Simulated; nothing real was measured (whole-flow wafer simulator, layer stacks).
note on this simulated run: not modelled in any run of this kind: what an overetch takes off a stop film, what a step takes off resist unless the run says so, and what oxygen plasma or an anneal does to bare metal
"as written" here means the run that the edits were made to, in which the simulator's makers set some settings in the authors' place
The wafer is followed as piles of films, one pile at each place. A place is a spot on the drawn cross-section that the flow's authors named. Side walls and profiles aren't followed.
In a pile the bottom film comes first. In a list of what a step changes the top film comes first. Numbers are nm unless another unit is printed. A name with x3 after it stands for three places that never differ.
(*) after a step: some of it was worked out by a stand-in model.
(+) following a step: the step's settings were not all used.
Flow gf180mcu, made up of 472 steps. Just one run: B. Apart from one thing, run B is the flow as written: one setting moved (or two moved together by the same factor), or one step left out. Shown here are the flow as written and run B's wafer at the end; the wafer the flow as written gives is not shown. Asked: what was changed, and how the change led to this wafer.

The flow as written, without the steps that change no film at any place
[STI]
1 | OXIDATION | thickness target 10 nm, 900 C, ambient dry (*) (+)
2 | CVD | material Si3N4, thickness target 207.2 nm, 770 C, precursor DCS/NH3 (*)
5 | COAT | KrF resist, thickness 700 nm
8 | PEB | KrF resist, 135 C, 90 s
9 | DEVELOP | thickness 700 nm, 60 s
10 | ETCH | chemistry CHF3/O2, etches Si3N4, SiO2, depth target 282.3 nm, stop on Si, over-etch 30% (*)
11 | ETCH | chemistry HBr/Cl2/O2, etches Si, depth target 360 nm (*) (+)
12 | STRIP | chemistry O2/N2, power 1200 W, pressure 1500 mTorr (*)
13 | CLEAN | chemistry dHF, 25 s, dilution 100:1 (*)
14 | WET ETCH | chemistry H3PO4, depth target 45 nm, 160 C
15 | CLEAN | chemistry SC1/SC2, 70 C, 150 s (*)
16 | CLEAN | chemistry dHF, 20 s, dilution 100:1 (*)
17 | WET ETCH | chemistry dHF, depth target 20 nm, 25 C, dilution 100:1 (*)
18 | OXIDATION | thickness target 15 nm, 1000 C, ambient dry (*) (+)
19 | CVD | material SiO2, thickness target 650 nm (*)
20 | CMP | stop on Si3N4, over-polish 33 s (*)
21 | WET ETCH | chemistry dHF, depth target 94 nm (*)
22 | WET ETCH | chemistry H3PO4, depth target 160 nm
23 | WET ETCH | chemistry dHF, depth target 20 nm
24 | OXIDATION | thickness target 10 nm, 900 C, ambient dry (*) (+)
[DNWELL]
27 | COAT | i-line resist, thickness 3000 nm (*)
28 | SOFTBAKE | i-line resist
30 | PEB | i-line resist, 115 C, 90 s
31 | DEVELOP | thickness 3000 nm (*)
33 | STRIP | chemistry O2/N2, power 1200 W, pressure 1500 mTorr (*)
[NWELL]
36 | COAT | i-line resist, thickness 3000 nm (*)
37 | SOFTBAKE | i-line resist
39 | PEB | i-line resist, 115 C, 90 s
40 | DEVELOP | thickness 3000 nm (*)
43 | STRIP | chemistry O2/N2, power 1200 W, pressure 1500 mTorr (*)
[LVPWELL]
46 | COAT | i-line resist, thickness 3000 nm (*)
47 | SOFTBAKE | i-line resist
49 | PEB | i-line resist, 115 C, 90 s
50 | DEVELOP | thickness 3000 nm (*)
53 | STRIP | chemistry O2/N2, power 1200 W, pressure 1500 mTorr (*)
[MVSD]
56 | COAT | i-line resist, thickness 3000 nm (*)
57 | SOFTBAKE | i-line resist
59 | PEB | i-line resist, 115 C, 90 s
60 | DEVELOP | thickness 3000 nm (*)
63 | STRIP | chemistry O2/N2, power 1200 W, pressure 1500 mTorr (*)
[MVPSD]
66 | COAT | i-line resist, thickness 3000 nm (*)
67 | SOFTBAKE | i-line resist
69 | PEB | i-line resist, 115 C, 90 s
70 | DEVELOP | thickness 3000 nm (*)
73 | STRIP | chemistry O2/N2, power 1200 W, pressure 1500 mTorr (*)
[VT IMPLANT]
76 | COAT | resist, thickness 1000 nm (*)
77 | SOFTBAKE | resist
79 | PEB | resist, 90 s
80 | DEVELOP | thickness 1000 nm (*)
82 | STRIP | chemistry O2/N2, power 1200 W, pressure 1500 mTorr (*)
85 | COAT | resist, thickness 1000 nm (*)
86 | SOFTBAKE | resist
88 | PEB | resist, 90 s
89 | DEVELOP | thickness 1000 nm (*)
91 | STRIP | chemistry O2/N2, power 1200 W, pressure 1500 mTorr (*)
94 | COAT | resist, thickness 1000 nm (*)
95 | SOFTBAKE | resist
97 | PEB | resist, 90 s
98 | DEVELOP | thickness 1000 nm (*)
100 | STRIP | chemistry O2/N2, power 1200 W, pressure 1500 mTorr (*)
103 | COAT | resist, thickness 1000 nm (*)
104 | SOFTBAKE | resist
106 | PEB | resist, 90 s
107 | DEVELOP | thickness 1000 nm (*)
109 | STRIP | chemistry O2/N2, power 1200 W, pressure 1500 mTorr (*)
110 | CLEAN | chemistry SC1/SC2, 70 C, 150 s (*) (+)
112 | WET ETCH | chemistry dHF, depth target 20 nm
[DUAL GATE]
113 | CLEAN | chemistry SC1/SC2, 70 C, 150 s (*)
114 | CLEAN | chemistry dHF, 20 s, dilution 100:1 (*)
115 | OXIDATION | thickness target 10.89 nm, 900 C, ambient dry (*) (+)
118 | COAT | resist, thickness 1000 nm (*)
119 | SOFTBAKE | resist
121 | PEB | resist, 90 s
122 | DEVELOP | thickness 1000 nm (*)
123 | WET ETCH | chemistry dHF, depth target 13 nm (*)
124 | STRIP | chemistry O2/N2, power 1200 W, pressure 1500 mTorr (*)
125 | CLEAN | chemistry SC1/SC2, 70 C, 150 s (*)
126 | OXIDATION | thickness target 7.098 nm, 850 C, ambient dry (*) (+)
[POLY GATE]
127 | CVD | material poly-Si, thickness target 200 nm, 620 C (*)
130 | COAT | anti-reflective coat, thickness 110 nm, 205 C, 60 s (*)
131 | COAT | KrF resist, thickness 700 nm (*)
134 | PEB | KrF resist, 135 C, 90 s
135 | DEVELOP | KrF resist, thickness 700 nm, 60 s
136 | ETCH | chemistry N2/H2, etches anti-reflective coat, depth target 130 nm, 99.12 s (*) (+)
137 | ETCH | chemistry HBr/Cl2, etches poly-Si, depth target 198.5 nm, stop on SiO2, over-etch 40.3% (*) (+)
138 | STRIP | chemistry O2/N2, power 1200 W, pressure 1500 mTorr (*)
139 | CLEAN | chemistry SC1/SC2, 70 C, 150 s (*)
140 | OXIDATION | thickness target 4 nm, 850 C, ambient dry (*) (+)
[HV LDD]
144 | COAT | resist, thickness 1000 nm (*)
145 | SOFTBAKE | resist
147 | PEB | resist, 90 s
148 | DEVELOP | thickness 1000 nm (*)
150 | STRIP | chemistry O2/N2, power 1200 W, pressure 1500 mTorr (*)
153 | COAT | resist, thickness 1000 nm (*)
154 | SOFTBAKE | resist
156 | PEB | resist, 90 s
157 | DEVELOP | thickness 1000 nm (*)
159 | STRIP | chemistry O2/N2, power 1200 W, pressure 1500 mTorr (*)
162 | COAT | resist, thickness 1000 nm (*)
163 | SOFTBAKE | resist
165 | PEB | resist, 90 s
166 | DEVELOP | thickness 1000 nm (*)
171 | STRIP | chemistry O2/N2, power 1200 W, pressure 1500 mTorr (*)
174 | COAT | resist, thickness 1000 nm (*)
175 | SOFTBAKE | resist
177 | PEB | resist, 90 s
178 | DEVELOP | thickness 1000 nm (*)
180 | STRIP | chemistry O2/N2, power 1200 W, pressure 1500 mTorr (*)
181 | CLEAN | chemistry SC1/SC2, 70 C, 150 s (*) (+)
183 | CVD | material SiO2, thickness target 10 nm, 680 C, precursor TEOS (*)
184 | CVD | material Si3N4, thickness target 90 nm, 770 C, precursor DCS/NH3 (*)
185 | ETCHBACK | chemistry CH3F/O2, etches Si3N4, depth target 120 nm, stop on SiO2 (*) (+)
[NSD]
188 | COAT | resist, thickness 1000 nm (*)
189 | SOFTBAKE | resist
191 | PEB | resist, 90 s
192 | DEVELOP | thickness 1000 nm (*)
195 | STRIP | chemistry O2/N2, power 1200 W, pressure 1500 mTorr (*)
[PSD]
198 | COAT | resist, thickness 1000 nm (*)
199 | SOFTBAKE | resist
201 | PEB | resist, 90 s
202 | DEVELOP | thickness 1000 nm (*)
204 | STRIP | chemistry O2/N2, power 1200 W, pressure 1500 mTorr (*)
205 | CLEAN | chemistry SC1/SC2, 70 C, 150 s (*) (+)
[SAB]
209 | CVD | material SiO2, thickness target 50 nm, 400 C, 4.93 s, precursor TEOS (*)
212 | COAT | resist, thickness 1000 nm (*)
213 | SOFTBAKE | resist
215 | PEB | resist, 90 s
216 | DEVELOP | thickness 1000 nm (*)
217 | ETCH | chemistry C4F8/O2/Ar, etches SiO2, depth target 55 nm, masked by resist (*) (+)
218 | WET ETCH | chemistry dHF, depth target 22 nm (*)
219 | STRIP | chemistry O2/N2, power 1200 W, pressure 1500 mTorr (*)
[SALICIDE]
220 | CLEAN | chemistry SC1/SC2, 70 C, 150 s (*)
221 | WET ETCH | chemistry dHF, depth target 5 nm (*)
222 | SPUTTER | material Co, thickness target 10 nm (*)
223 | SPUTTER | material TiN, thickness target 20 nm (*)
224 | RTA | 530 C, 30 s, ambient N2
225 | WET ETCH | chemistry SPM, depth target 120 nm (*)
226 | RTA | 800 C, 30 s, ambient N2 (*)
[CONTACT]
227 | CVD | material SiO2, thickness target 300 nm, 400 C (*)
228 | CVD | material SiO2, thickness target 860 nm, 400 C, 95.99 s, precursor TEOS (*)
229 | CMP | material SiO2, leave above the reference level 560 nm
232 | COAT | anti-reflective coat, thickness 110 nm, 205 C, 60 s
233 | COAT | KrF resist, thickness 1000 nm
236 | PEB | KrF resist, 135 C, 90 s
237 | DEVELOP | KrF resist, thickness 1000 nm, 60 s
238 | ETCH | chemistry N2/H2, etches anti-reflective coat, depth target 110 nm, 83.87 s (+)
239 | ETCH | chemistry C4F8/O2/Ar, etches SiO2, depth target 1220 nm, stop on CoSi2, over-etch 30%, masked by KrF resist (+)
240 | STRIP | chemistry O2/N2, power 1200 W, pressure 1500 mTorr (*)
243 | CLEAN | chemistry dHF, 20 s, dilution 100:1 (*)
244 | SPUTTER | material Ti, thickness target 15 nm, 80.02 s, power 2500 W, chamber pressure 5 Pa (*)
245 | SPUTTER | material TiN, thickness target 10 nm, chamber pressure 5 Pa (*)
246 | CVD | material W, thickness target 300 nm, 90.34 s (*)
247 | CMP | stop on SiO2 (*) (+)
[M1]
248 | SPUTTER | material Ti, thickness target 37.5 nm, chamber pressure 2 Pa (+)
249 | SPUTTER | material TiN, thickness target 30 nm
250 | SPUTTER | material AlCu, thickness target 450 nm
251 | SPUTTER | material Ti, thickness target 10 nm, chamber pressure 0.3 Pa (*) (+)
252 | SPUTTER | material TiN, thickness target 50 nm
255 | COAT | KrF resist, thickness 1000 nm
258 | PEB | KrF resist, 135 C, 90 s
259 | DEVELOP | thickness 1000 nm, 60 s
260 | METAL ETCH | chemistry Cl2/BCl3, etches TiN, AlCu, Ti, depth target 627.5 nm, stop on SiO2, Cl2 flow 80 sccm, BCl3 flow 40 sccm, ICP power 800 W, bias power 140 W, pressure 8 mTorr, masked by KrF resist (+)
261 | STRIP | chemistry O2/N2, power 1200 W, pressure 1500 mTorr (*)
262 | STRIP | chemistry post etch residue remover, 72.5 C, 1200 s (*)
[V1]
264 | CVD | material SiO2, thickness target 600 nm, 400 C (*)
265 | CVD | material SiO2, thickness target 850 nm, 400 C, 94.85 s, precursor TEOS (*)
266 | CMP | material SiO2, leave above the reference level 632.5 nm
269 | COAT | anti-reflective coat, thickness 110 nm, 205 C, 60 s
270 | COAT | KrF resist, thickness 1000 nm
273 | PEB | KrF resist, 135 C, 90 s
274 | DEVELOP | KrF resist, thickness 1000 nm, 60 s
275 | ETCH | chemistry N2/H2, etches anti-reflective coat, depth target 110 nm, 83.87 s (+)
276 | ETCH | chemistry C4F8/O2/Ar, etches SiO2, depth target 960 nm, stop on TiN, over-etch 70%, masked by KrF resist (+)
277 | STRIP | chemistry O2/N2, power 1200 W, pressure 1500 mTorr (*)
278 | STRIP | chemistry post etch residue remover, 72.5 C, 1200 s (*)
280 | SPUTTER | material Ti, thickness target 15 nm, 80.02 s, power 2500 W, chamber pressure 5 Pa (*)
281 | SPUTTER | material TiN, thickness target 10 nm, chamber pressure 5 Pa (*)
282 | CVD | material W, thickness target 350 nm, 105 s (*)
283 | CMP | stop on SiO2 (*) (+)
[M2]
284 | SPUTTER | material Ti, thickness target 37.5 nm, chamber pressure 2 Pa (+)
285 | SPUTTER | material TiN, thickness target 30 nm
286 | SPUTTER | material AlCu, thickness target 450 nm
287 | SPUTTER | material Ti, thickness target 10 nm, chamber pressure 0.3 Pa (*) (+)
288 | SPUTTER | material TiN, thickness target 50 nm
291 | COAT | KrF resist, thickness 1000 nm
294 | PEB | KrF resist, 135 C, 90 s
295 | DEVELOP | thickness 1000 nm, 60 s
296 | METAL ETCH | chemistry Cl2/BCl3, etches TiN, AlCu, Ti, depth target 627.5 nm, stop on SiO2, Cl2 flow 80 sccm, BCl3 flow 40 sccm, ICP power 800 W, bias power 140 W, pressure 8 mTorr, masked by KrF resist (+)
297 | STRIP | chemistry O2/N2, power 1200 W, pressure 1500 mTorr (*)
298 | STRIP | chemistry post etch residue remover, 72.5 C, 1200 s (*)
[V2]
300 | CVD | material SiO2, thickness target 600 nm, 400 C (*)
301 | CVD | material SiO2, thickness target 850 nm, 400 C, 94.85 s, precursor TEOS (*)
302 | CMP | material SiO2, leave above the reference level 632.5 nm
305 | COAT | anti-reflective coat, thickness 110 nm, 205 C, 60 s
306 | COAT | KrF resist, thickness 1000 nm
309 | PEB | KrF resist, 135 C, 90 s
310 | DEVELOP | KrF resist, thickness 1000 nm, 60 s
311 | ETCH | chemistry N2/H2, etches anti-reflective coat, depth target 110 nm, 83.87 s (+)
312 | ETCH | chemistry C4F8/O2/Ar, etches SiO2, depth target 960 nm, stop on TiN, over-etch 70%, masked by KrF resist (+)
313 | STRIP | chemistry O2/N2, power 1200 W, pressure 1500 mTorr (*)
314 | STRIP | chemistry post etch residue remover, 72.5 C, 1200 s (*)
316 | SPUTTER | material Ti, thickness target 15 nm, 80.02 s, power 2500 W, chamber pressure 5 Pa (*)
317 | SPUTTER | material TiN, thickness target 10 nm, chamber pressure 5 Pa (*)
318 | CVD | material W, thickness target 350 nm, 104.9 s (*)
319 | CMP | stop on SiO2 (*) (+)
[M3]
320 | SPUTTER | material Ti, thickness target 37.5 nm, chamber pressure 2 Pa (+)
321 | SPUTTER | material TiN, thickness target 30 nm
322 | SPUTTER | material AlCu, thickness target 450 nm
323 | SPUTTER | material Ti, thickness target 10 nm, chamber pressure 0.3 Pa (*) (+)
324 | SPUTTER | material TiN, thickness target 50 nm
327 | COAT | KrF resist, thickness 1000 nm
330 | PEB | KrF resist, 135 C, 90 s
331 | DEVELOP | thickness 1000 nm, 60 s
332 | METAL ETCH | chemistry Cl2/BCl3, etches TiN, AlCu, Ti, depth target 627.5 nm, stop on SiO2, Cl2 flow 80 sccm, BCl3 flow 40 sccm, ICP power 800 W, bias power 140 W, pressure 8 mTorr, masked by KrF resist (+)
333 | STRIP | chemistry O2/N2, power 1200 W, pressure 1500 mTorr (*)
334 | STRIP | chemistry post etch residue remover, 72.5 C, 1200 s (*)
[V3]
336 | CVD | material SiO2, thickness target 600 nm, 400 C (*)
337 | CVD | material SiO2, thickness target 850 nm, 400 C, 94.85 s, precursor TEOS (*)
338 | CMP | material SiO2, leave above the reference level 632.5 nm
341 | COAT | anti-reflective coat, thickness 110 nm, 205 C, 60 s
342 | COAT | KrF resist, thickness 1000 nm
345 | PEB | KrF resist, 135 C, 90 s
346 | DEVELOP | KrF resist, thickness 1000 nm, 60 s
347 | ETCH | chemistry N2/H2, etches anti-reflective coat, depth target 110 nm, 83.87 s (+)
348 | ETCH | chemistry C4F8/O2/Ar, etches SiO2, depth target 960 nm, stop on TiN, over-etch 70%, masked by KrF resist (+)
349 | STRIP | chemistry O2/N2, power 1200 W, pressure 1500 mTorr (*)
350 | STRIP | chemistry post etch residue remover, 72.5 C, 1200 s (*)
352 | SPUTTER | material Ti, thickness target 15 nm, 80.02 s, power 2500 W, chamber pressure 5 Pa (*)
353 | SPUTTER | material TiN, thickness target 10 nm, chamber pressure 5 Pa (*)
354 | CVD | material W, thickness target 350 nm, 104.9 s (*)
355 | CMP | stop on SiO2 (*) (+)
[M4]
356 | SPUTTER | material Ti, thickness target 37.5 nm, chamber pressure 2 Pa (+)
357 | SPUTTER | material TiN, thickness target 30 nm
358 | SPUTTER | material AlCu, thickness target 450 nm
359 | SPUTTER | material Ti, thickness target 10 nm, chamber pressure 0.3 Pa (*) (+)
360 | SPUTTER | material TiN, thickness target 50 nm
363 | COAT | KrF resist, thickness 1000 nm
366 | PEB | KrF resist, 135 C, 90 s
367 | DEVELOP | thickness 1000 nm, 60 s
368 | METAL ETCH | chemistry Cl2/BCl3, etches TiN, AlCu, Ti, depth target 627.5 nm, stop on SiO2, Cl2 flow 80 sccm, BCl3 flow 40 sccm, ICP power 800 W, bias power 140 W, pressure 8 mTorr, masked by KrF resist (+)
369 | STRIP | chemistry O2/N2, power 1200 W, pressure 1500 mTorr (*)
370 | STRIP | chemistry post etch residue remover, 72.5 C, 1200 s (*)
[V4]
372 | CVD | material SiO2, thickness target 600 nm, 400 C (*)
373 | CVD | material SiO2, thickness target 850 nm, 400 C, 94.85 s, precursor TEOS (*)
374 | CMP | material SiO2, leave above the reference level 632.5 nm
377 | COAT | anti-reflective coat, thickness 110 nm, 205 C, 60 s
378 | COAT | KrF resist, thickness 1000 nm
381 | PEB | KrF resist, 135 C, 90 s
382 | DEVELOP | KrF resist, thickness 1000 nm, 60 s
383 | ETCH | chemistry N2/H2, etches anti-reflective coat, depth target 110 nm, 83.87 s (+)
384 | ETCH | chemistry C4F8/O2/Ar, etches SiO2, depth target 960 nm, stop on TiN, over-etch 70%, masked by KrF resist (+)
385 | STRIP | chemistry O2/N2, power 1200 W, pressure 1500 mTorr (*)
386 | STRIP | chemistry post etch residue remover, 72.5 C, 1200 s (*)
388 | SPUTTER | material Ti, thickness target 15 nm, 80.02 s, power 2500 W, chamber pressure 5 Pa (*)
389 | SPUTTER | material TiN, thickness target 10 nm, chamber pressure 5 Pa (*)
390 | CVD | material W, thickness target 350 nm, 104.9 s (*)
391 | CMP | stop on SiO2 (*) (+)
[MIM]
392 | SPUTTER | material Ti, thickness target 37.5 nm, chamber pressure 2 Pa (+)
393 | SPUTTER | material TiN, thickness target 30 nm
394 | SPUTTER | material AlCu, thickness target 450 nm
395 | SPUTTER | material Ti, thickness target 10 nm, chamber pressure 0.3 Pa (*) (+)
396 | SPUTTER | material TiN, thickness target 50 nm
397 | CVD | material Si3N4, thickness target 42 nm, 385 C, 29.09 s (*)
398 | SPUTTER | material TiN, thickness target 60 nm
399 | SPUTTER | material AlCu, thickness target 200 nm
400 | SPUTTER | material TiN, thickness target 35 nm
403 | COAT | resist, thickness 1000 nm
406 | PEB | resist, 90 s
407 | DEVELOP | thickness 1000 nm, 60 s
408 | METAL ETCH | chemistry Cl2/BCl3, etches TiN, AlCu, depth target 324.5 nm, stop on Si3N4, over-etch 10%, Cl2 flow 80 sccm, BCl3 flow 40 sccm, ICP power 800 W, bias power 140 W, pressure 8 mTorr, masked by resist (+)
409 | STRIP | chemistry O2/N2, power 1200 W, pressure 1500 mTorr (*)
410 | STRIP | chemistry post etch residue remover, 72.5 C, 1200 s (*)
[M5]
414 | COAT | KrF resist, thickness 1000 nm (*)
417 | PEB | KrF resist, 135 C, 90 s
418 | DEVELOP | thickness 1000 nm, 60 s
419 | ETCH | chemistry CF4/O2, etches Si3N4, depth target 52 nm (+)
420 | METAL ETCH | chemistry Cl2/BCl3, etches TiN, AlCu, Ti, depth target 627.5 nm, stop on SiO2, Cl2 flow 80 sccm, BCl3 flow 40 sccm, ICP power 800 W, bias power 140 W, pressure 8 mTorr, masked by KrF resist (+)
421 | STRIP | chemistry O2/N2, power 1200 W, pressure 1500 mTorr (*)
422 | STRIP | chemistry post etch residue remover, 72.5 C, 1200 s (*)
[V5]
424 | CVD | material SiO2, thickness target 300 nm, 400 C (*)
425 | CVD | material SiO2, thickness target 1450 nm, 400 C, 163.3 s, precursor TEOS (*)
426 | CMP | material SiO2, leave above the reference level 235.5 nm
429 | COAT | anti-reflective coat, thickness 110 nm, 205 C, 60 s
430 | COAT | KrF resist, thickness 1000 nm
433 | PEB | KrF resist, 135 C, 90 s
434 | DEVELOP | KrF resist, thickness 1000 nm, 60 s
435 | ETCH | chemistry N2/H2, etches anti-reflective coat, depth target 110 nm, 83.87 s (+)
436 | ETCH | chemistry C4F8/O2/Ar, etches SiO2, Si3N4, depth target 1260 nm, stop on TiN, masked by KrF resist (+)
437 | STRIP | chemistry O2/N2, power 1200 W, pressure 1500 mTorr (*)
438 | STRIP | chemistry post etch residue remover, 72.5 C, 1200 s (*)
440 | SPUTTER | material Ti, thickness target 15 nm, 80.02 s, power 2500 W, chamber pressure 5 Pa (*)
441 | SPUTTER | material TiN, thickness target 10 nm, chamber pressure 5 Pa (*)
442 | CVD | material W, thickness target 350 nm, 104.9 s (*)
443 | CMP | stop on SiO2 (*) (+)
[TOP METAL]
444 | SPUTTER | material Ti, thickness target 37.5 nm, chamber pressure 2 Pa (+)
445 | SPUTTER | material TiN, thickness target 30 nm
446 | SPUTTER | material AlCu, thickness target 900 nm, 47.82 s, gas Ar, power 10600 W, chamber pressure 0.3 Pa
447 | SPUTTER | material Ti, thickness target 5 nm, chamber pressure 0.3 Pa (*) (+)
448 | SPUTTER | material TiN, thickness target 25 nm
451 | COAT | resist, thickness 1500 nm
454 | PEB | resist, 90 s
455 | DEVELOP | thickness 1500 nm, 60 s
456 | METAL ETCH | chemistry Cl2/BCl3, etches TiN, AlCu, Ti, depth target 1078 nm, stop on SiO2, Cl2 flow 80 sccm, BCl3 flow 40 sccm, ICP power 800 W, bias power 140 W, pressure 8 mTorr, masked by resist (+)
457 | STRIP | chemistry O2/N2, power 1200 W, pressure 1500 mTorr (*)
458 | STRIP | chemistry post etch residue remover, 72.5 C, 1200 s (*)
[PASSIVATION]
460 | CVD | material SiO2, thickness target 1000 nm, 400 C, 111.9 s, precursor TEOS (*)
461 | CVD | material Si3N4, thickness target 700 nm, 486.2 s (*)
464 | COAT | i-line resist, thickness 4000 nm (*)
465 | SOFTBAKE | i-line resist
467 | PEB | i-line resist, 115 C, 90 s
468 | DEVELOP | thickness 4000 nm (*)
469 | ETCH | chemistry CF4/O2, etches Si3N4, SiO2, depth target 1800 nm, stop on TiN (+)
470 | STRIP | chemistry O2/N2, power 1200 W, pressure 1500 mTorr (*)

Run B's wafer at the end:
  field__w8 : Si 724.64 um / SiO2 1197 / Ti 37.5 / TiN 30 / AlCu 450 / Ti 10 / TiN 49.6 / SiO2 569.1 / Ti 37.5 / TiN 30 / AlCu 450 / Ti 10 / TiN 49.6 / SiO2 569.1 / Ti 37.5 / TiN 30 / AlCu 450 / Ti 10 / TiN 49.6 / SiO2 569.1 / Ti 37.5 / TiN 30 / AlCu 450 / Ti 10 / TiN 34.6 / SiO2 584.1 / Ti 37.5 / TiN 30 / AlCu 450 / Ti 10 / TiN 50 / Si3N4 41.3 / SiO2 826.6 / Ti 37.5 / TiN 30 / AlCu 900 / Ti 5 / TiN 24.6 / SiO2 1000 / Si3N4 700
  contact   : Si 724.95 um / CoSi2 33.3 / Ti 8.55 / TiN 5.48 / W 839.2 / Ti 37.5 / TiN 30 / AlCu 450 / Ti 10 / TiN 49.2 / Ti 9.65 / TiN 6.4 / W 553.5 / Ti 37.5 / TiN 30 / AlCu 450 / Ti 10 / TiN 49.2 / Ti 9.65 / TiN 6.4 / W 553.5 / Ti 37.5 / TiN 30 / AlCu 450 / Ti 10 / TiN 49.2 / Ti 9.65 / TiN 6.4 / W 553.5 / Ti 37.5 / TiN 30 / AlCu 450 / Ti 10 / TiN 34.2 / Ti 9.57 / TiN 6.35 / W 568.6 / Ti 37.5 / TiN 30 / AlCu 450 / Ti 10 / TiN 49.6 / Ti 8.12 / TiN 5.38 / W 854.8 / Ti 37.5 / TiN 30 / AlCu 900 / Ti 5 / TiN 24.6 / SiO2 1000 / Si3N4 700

The reason: step 360, SPUTTER: thickness target 35 nm was run, whereas the flow has thickness target 50 nm.

How this came from the change, step by step:
  360 | SPUTTER | material TiN, thickness target 50 nm
      field, field__w1, field__w2 and 108 more: TiN gains 35 (new film) (as written it would have been: TiN gains 50 (new film))
  368 | METAL ETCH | chemistry Cl2/BCl3, etches TiN, AlCu, Ti, depth target 627.5 nm, stop on SiO2, Cl2 flow 80 sccm, BCl3 flow 40 sccm, ICP power 800 W, bias power 140 W, pressure 8 mTorr, masked by KrF resist (+)
      field, field__w1, field__w2 and 103 more: TiN loses 35 (all of it), Ti loses 10 (all of it), AlCu loses 450 (all of it), TiN loses 30 (all of it), Ti loses 37.5 (all of it) (as written it would have been: TiN loses 50 (all of it), Ti loses 10 (all of it), AlCu loses 450 (all of it), TiN loses 30 (all of it), Ti loses 37.5 (all of it))
  384 | ETCH | chemistry C4F8/O2/Ar, etches SiO2, depth target 960 nm, stop on TiN, over-etch 70%, masked by KrF resist (+)
      contact: SiO2 loses 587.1 (all of it) (as written it would have been: SiO2 loses 572.1 (all of it))
